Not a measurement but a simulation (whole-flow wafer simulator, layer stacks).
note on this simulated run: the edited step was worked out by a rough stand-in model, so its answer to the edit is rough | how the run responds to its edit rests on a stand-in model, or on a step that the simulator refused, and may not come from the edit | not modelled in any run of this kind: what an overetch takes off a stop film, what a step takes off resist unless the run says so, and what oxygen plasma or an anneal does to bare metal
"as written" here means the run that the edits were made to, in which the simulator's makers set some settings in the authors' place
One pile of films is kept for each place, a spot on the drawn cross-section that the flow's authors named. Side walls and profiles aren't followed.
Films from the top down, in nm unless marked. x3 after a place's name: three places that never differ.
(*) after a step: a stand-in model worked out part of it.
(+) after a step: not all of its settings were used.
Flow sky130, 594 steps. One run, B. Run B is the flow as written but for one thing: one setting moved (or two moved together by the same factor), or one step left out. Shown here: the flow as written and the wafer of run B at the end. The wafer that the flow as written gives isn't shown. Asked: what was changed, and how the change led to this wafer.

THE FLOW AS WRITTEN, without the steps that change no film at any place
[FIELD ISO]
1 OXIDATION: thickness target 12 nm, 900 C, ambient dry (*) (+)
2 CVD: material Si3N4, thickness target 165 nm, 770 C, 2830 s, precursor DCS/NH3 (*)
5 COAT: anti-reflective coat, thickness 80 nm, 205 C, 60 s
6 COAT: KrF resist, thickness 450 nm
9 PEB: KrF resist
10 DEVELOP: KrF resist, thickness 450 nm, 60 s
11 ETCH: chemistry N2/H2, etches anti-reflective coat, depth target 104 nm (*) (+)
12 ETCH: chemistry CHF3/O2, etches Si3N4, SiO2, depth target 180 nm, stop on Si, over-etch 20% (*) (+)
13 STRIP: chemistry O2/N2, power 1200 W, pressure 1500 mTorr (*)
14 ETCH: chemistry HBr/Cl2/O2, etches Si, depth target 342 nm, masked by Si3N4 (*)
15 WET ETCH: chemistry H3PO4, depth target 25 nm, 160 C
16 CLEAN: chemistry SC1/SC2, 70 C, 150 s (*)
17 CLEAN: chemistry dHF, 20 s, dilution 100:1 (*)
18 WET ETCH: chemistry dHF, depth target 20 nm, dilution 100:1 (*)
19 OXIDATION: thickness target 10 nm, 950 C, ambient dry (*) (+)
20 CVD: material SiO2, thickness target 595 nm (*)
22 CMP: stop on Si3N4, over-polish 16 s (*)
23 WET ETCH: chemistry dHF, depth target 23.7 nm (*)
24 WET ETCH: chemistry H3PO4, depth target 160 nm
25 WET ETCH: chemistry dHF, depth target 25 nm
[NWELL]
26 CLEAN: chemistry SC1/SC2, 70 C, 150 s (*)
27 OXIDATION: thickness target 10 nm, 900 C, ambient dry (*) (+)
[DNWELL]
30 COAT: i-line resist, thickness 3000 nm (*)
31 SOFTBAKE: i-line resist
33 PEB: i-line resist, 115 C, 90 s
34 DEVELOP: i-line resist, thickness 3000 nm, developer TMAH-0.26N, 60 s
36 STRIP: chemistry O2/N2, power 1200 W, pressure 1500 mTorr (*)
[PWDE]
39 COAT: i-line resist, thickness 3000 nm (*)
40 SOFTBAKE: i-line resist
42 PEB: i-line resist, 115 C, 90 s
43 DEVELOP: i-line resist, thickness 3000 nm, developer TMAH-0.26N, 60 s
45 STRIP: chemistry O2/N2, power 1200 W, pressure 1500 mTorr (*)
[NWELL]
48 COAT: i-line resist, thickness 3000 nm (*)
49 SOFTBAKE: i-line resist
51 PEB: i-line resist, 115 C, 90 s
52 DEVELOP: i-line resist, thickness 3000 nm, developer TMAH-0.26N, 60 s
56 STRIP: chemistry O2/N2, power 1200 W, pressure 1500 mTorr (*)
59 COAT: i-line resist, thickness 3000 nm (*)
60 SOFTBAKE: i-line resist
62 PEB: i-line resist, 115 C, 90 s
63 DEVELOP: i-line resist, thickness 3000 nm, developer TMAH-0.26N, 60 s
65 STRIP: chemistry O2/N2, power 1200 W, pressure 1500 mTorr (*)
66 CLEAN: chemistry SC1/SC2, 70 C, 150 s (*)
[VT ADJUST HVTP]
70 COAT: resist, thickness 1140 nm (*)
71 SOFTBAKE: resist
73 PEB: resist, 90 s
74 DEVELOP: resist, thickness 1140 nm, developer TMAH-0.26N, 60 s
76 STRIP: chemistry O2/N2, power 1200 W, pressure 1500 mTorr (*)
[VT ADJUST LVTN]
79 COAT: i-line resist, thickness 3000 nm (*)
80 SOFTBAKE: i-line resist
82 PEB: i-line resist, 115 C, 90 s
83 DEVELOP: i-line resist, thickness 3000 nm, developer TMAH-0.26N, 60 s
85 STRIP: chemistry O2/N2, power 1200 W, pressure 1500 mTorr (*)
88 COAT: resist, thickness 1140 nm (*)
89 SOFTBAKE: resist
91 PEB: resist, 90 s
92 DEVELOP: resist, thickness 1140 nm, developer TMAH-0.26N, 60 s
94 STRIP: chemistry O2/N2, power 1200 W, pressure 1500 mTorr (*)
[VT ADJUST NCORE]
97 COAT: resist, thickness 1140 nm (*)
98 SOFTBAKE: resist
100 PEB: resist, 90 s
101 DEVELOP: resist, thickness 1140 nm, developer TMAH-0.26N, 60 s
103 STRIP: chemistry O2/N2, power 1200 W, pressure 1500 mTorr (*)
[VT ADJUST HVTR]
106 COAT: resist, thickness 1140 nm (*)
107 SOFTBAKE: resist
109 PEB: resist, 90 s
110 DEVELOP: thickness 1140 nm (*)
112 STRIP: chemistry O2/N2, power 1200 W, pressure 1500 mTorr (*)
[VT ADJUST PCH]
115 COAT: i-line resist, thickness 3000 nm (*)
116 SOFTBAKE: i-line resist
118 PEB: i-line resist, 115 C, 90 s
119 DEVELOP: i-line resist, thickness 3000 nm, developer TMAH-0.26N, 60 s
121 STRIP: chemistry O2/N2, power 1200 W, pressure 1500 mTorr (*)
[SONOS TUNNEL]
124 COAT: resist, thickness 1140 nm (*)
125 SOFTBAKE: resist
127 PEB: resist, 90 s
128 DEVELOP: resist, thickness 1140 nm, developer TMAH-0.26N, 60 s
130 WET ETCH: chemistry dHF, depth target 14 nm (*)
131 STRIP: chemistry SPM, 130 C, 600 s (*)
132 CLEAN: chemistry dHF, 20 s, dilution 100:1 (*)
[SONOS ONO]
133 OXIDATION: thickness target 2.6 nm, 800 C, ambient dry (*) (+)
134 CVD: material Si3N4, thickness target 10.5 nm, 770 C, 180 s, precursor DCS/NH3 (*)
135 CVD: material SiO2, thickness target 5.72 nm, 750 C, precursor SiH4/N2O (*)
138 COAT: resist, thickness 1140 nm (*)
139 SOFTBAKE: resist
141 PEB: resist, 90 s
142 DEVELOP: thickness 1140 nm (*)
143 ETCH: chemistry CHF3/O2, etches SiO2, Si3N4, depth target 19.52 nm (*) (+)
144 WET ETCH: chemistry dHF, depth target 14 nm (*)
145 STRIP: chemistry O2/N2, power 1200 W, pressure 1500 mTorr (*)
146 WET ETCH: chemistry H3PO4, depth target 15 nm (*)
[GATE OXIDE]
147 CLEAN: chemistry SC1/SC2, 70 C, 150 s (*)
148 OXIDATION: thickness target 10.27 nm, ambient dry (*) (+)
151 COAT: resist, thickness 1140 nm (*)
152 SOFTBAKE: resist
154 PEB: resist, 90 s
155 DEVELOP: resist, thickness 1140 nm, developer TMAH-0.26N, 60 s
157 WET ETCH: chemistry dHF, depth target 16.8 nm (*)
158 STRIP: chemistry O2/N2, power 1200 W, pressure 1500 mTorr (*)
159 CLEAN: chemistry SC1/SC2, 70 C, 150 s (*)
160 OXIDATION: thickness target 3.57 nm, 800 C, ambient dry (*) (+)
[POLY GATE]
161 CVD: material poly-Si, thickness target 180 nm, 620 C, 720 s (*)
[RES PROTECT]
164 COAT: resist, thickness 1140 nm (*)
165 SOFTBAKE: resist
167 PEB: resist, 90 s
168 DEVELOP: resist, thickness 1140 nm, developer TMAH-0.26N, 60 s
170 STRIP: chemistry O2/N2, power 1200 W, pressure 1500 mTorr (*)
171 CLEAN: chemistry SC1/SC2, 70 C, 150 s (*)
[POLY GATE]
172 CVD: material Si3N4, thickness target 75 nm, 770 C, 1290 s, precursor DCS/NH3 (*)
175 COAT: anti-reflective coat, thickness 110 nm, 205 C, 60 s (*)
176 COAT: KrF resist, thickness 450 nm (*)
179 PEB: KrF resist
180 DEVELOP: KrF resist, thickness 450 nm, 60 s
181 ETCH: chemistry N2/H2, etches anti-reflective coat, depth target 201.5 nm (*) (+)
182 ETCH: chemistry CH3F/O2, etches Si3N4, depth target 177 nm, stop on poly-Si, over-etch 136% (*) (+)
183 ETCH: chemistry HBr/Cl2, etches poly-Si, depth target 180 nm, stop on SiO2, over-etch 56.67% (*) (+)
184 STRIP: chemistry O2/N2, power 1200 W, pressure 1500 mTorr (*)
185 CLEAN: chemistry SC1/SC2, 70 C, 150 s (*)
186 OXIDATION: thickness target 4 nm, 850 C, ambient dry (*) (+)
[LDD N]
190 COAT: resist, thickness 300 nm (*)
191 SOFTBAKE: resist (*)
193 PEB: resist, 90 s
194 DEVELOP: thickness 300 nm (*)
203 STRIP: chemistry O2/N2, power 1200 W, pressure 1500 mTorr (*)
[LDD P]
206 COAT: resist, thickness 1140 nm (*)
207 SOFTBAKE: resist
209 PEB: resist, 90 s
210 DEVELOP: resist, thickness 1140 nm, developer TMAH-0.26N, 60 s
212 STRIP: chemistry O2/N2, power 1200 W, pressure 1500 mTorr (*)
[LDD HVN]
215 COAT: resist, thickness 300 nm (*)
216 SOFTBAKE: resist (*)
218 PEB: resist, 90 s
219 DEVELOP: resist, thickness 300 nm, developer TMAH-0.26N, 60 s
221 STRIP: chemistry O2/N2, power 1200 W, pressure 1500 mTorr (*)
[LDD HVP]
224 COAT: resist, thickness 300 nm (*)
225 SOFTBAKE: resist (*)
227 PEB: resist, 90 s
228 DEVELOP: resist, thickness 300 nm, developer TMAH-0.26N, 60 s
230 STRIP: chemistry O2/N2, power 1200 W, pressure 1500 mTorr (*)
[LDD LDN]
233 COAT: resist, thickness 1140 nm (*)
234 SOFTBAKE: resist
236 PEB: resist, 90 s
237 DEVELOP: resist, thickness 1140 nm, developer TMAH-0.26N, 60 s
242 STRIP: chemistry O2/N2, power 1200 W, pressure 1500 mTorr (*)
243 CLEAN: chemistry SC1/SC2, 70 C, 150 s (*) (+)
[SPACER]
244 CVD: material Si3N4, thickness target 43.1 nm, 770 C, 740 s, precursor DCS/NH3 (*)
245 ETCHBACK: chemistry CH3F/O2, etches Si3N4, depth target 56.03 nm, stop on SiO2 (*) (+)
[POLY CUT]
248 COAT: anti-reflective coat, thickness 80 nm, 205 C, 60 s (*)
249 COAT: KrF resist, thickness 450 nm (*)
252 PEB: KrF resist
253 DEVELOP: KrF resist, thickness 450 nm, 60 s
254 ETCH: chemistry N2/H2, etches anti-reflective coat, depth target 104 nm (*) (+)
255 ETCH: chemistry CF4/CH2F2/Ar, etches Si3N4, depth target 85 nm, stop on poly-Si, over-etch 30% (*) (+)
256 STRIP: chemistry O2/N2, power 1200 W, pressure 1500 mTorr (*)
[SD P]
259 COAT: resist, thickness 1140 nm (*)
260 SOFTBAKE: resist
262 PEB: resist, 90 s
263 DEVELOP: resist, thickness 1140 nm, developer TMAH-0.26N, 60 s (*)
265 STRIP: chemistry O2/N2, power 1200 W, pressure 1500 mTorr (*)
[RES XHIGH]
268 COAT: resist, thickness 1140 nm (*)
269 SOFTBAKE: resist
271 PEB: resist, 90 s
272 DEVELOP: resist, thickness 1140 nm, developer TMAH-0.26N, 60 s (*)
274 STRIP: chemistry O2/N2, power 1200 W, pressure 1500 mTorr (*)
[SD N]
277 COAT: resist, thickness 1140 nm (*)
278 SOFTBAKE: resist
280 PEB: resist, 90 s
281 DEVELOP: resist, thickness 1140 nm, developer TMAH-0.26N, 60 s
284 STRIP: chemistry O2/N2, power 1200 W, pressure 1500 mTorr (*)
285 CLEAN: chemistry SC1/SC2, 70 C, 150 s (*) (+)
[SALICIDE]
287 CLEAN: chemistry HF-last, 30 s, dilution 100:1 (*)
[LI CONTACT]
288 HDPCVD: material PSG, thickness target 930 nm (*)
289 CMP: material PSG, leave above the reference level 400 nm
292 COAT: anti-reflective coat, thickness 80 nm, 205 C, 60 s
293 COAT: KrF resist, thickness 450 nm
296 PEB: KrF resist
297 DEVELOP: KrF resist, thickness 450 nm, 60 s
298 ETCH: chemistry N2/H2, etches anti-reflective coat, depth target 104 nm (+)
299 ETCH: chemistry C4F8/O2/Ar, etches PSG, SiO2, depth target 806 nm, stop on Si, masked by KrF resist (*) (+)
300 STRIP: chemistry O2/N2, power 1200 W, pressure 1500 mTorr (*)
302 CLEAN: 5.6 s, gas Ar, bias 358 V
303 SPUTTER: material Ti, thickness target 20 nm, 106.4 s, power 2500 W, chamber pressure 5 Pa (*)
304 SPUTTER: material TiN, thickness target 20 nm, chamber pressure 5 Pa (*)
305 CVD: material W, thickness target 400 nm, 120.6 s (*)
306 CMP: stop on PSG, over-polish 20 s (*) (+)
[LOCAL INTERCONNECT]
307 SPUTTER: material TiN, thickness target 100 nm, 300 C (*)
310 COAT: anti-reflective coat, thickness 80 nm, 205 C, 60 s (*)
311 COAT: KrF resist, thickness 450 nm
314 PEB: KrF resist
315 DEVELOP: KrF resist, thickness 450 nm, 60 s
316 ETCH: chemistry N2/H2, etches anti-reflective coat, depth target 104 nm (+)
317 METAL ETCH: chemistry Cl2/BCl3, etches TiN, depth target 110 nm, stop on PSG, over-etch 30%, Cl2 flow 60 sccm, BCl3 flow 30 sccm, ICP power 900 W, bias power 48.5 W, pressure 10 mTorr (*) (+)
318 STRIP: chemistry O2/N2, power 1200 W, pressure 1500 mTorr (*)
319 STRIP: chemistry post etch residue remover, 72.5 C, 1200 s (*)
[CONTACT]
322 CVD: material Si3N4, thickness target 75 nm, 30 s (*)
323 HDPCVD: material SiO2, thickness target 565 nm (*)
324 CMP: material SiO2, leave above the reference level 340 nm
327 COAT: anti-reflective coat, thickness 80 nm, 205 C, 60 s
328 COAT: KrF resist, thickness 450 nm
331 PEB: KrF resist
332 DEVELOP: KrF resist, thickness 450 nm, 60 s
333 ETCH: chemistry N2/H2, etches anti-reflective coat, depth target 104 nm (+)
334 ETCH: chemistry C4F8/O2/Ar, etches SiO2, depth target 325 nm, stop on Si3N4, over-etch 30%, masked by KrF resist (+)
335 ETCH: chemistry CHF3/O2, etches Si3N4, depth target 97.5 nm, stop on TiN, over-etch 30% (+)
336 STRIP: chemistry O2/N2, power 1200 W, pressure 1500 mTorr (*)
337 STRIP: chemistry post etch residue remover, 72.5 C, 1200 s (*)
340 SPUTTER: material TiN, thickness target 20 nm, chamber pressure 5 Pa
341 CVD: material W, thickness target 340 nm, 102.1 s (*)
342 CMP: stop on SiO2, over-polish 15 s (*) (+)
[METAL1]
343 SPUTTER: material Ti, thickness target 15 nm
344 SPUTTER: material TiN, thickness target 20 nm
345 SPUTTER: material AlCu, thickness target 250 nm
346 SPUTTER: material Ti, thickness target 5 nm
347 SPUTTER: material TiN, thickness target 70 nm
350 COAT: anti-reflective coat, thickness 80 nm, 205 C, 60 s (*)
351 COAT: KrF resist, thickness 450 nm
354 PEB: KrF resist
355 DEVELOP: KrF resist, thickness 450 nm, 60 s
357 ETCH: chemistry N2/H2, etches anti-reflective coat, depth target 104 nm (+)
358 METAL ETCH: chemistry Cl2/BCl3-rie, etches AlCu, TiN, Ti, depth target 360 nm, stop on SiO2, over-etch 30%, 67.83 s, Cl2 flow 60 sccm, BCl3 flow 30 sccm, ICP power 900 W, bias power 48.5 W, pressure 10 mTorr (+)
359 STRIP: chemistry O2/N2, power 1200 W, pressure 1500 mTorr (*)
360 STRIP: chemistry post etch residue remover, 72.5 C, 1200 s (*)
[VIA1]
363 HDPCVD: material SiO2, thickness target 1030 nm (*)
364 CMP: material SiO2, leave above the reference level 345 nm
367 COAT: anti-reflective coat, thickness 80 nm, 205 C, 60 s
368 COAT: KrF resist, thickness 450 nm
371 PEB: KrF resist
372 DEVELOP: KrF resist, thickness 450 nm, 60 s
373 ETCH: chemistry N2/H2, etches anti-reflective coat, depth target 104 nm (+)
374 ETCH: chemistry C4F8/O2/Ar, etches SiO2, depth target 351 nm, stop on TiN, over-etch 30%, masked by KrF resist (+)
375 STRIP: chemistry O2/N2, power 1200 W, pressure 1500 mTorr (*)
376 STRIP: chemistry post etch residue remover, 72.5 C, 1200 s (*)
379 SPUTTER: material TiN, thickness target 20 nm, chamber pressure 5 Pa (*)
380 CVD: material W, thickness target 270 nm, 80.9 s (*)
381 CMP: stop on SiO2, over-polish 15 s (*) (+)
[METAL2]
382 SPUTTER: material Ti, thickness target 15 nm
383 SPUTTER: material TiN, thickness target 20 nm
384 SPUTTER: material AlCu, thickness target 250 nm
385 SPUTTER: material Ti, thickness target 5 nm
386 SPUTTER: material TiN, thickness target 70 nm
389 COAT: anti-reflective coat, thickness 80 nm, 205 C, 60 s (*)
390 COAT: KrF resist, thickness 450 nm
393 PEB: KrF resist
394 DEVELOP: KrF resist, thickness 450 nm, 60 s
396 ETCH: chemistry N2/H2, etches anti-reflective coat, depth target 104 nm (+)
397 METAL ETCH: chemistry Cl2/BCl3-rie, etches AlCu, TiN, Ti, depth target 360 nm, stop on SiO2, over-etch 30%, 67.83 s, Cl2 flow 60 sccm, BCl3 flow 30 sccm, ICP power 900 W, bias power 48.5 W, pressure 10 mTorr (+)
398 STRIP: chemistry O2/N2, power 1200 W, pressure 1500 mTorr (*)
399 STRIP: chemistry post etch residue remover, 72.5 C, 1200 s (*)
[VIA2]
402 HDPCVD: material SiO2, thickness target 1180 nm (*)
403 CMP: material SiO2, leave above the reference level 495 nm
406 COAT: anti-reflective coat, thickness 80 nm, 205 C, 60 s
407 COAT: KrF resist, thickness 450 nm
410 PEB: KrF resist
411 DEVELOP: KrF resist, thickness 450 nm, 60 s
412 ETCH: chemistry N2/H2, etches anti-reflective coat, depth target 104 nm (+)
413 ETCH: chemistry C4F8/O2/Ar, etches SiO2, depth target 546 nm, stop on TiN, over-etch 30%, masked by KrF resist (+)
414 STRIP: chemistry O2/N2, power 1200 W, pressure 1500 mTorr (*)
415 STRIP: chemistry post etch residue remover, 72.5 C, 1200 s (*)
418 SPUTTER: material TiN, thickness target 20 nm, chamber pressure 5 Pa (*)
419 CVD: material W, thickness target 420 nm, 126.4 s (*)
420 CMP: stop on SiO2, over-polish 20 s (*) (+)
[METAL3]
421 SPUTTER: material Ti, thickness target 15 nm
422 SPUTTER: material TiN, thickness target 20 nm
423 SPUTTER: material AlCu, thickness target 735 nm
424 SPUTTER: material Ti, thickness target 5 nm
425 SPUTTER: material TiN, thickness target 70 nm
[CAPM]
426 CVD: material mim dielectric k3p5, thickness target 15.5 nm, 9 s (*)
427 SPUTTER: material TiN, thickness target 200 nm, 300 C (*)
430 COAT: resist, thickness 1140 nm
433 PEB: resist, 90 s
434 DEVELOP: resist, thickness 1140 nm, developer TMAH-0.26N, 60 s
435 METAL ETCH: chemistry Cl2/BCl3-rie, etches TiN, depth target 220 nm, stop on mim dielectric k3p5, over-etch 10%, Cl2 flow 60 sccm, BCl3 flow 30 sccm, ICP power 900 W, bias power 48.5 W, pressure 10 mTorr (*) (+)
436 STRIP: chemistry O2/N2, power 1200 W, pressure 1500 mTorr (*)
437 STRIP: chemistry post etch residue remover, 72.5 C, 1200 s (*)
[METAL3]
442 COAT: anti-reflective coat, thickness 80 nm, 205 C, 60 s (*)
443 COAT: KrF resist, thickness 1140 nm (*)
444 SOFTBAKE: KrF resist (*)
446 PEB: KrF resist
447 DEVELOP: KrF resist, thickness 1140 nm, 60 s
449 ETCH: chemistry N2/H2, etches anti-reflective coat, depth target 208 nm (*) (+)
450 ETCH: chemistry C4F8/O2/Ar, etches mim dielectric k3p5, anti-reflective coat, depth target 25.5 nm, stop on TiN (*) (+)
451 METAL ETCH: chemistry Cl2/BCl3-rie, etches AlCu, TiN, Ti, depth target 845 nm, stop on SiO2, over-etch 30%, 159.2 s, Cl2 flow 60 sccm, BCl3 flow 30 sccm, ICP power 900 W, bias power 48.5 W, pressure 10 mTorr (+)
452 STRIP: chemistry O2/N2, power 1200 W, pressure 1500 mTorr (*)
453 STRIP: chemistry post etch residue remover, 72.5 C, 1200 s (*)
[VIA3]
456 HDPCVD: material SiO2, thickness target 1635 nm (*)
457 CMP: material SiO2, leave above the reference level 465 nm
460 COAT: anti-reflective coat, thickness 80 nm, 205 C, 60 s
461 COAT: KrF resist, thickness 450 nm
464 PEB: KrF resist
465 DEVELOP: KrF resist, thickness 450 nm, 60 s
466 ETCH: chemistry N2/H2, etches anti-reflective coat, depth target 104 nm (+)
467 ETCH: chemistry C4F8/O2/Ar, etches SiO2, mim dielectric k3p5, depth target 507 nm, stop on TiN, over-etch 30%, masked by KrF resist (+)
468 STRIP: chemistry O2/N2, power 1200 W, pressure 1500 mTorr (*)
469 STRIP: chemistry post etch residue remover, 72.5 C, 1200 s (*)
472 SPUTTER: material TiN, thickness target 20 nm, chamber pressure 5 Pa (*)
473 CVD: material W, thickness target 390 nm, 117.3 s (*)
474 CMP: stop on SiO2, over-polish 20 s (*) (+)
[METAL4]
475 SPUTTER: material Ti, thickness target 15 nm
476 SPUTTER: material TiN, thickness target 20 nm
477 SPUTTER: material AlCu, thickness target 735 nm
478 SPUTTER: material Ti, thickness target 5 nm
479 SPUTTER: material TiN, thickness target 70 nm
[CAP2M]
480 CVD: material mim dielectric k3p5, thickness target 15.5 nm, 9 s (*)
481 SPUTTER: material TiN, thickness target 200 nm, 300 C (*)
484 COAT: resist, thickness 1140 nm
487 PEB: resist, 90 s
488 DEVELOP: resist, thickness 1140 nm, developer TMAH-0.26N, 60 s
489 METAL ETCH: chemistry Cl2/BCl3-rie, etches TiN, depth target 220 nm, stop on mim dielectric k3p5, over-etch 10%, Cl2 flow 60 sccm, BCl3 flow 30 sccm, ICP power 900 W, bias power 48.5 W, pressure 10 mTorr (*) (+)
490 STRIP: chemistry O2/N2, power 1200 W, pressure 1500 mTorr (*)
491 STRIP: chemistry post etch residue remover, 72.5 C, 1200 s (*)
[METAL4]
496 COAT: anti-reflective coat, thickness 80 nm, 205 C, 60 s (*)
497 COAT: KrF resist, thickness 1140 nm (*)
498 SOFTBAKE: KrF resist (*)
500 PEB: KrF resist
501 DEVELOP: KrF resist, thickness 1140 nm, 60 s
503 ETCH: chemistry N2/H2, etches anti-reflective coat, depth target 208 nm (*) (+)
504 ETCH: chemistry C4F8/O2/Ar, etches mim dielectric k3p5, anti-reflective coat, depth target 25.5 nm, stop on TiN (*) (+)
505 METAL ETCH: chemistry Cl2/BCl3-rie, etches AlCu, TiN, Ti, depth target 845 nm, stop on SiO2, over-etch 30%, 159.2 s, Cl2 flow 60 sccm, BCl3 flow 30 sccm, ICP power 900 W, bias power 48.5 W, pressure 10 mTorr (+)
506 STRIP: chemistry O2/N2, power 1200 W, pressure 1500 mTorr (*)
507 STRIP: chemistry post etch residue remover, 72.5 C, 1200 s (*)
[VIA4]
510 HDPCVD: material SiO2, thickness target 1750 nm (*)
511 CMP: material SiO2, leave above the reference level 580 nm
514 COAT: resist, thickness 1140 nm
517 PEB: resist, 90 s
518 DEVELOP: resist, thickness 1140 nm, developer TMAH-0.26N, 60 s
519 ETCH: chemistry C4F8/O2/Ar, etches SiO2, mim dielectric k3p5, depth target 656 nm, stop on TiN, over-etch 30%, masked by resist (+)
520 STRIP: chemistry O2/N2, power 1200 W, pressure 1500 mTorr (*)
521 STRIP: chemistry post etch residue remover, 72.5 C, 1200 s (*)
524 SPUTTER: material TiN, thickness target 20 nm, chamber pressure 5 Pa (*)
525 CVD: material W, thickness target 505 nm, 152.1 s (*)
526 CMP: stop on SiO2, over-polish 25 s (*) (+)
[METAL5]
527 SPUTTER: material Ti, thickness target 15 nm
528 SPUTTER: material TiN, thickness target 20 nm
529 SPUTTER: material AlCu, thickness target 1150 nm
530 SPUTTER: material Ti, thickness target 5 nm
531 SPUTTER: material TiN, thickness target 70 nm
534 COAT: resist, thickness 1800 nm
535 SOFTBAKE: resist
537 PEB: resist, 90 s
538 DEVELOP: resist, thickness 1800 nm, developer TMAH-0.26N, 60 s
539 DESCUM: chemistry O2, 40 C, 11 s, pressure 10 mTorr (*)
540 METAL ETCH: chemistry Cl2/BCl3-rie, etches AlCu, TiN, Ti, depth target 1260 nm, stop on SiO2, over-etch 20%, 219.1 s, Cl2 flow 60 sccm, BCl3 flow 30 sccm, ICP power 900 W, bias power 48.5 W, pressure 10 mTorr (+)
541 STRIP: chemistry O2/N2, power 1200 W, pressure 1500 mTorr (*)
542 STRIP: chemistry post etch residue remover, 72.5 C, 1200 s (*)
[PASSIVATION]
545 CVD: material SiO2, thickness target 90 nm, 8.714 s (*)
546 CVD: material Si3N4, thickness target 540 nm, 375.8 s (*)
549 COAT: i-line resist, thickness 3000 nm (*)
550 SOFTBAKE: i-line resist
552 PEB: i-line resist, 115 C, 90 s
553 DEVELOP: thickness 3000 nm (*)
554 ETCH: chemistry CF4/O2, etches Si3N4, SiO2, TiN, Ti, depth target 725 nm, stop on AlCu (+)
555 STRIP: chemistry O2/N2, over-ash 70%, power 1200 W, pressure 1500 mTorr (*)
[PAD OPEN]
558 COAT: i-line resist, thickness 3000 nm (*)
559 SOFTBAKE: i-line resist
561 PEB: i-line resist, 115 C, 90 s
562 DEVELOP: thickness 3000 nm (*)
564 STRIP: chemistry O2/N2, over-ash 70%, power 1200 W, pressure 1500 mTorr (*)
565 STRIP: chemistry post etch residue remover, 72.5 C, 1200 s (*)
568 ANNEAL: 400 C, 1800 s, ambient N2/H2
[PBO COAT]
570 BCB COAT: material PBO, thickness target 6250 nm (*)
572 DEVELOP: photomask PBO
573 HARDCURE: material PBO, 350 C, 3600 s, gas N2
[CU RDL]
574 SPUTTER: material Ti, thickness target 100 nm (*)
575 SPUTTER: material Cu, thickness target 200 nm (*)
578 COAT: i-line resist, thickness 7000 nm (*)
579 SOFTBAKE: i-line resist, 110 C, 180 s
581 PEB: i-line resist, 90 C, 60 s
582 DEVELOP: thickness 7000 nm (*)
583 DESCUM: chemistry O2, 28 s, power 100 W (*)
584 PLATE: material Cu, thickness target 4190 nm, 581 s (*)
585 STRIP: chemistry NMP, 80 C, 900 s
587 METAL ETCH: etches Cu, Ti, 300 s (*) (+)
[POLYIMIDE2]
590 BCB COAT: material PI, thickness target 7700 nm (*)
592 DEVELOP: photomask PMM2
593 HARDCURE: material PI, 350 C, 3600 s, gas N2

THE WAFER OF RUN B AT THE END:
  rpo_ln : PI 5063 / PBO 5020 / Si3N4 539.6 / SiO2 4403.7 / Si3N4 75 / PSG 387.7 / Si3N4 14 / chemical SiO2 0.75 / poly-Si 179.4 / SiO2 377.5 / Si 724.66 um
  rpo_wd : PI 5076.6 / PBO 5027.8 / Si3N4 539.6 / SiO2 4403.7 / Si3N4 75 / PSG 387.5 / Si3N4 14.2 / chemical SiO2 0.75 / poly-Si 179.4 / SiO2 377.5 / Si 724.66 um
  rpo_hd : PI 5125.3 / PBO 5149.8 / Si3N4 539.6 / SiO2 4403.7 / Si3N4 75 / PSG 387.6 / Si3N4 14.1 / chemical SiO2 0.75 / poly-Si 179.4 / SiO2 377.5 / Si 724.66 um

The cause: step 255, ETCH: depth target 46.8 nm was run, where the flow has depth target 85 nm.

How the change led to this, step by step:
  255 ETCH: chemistry CF4/CH2F2/Ar, etches Si3N4, depth target 85 nm, stop on poly-Si, over-etch 30% (*) (+)
      rpo_wd, rxpo_wd: Si3N4 -46.8 (as written it would be: Si3N4 -61.6 (all of it), chemical SiO2 -0.75 (all of it))
      poly_licon: Si3N4 -46.8 (as written it would be: Si3N4 -61.9 (all of it), chemical SiO2 -0.76 (all of it))
      (and at 187 more places)
  256 STRIP: chemistry O2/N2, power 1200 W, pressure 1500 mTorr (*)
      poly_licon, rpo_ln, rpo_wd, rpo_hd, rpo_hd_licon, rxpo_ln, rxpo_wd: nothing (as written it would be: chemical SiO2 +0.8 (new film), poly-Si -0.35)
      dice_street, dep_dnw_sti, iso_dnw_wall, grade_field_poly, de16_nwb_sti: KrF resist -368 (all of it), anti-reflective coat -80 (all of it) (as written it would be: KrF resist -350.7 (all of it), anti-reflective coat -80 (all of it))
      (and at 178 more places)
  260 SOFTBAKE: resist
      rpm_encl_psd: resist +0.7 (as written it would be: nothing)
  269 SOFTBAKE: resist
      rpm_encl_psd: resist +0.7 (as written it would be: nothing)
  278 SOFTBAKE: resist
      rpm_encl_psd: resist +0.7 (as written it would be: nothing)
  287 CLEAN: chemistry HF-last, 30 s, dilution 100:1 (*)
      rpo_ln, rpo_wd, rpo_hd, rpo_hd_licon, rxpo_ln, rxpo_wd: Si3N4 -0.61 (as written it would be: chemical SiO2 -0.77 (all of it))
      poly_licon: Si3N4 -0.61 (as written it would be: chemical SiO2 -0.76 (all of it))
  289 CMP: material PSG, leave above the reference level 400 nm
      poly_licon, rpo_hd_licon: PSG -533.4 (as written it would be: PSG -517.5)
      rpo_hd, rxpo_wd: PSG -533 (as written it would be: PSG -517.5)
      (and at 3 more places)
  299 ETCH: chemistry C4F8/O2/Ar, etches PSG, SiO2, depth target 806 nm, stop on Si, masked by KrF resist (*) (+)
      poly_licon: PSG -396 (all of it), Si3N4 -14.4 (all of it), chemical SiO2 -0.76 (all of it) (as written it would be: PSG -411.9 (all of it))
      rpo_hd_licon: PSG -396 (all of it), Si3N4 -14.4 (all of it), chemical SiO2 -0.75 (all of it) (as written it would be: PSG -411.9 (all of it))
  306 CMP: stop on PSG, over-polish 20 s (*) (+)
      poly_licon: W -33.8 (as written it would be: W -33.1)
